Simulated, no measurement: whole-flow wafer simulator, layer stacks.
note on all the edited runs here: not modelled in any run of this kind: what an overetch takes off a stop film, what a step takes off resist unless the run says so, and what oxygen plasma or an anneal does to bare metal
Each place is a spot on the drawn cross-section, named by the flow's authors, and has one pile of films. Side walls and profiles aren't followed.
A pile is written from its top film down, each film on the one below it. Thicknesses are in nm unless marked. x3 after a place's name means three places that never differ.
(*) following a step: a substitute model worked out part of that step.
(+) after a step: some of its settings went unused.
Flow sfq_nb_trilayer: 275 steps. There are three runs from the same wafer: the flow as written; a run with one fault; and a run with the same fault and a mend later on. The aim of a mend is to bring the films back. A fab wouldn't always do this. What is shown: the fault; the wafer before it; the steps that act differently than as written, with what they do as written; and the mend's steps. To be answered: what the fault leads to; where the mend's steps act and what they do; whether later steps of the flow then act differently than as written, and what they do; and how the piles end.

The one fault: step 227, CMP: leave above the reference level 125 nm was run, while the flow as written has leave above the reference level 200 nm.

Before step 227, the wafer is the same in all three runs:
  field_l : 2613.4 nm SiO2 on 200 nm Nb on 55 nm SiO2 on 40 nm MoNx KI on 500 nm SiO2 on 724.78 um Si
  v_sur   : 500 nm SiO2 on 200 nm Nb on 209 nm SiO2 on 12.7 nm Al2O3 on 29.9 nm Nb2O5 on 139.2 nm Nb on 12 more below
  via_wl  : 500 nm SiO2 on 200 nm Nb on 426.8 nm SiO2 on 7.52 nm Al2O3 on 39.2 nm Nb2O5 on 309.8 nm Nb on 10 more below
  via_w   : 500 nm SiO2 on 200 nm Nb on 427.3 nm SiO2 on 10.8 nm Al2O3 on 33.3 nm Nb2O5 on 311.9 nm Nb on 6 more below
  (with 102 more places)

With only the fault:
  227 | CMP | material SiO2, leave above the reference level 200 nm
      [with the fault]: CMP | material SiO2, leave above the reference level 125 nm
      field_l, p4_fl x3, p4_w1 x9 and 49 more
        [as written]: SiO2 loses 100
        [with the fault]: SiO2 loses 175
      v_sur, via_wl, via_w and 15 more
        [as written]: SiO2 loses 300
        [with the fault]: SiO2 loses 375
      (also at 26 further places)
  Steps later in the flow that act otherwise than as written (not shown: 3 more steps that differ only slightly, by at most 2% or 0.5 nm, whichever is larger):
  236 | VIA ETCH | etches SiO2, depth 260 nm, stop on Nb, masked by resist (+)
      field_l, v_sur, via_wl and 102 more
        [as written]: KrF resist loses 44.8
        [with the fault]: KrF resist loses 32.3
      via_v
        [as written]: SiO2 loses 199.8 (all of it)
        [with the fault]: SiO2 loses 124.8 (all of it)
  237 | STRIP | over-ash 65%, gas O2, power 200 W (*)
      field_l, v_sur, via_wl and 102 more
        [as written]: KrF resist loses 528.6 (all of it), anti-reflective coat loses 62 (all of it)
        [with the fault]: KrF resist loses 541.1 (all of it), anti-reflective coat loses 62 (all of it)
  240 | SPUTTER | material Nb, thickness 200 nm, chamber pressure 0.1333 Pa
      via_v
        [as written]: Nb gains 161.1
        [with the fault]: Nb gains 179.4
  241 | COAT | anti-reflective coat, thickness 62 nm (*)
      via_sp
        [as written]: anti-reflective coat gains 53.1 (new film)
        [with the fault]: anti-reflective coat gains 54.5 (new film)
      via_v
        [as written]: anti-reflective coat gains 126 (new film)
        [with the fault]: anti-reflective coat gains 108.2 (new film)
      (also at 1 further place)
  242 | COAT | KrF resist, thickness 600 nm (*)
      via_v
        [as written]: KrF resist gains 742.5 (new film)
        [with the fault]: KrF resist gains 679.5 (new film)
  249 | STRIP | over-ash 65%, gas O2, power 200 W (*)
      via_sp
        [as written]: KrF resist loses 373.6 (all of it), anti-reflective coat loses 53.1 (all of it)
        [with the fault]: KrF resist loses 378.9 (all of it), anti-reflective coat loses 54.5 (all of it)
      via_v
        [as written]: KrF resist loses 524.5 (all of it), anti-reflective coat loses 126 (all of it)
        [with the fault]: KrF resist loses 461.7 (all of it), anti-reflective coat loses 108.2 (all of it)
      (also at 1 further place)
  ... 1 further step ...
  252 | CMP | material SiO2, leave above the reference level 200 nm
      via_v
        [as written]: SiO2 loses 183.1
        [with the fault]: SiO2 loses 157.1
  By the end, the piles at field_l, v_sur, via_wl and 103 more depart from the flow's by more than 2% or 0.5 nm, whichever is larger.
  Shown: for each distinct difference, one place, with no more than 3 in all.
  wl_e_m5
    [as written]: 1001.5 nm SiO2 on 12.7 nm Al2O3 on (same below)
    [with the fault]: 926.5 nm SiO2 on 12.7 nm Al2O3 on (same below)
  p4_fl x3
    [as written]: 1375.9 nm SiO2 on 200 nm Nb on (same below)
    [with the fault]: 1300.9 nm SiO2 on 200 nm Nb on (same below)
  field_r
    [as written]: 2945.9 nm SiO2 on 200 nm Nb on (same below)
    [with the fault]: 2870.9 nm SiO2 on 200 nm Nb on (same below)

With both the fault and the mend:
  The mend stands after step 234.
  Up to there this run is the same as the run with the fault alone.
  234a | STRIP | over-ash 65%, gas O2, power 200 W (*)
      field_l, v_sur, via_wl and 102 more
        KrF resist loses 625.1 (all of it), anti-reflective coat loses 62 (all of it)
      via_v
        anti-reflective coat loses 62 (all of it)
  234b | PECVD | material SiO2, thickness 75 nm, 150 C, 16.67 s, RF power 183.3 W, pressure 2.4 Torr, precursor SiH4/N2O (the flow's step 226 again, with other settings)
      field_l, v_sur, via_wl and 103 more
        SiO2 gains 75
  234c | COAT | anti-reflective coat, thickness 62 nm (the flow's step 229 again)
      field_l, v_sur, via_wl and 103 more
        anti-reflective coat gains 62 (new film)
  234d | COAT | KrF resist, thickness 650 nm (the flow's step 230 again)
      field_l, v_sur, via_wl and 103 more
        KrF resist gains 650 (new film)
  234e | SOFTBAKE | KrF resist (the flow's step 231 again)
      does not change any film at any place that is followed
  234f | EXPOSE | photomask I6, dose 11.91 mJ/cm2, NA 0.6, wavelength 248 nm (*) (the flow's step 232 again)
      does not change any film at any place that is followed
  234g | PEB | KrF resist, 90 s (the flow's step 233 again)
      field_l, v_sur, via_wl and 103 more
        KrF resist loses 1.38
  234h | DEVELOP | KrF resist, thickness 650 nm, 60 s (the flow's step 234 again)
      field_l, v_sur, via_wl and 102 more
        KrF resist loses 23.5
      via_v
        KrF resist loses 648.6 (all of it)
  Every later step of the flow that is run acts as written, at every place that is followed, to within 2% or 0.5 nm, whichever is larger.
  By the end, the piles equal the flow's at every place that both follow.
